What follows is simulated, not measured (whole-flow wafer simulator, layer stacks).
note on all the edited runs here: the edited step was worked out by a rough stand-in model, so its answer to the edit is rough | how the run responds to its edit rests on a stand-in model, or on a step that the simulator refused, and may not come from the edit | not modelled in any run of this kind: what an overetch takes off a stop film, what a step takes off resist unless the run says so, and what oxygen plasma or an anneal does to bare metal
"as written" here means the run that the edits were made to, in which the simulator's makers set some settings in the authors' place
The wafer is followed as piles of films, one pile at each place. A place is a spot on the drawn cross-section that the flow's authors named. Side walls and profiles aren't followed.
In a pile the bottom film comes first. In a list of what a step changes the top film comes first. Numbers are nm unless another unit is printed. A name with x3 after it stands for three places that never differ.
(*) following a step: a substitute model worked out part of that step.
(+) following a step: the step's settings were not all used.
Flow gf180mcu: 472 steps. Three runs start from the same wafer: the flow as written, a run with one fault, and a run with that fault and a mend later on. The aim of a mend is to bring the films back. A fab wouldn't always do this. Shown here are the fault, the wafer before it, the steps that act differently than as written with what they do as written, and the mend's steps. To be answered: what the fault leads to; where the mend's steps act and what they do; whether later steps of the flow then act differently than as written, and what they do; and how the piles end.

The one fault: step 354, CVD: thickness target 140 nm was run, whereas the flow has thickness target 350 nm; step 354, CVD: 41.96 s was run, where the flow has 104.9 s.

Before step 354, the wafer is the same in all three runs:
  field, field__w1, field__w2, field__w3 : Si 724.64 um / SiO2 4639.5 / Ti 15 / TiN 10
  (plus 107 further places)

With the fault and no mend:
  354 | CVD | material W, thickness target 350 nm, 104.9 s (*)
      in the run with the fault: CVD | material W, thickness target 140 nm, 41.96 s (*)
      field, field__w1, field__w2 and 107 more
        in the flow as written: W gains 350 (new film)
        in the run with the fault: W gains 141.8 (new film)
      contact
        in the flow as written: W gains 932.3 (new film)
        in the run with the fault: W gains 724.1 (new film)
  Later steps of the flow acting differently than as written:
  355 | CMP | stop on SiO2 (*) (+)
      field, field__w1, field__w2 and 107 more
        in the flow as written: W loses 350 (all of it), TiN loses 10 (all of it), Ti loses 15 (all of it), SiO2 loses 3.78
        in the run with the fault: W loses 141.8 (all of it), TiN loses 10 (all of it), Ti loses 15 (all of it), SiO2 loses 1.68
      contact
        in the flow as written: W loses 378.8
        in the run with the fault: W loses 168.5
  When the end is reached, the piles differ only a little from the flow's at the places that both follow, at most by 2% or 0.5 nm, whichever is larger.

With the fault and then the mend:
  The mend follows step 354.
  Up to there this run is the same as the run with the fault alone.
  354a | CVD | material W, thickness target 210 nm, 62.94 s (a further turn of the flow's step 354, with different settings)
      field, field__w1, field__w2 and 108 more
        W gains 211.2
  Later steps of the flow that are run all act as written at every place that is followed, up to a difference of at most 2% or 0.5 nm, whichever is larger.
  When the end is reached, the piles differ only a little from the flow's at the places that both follow, at most by 2% or 0.5 nm, whichever is larger.
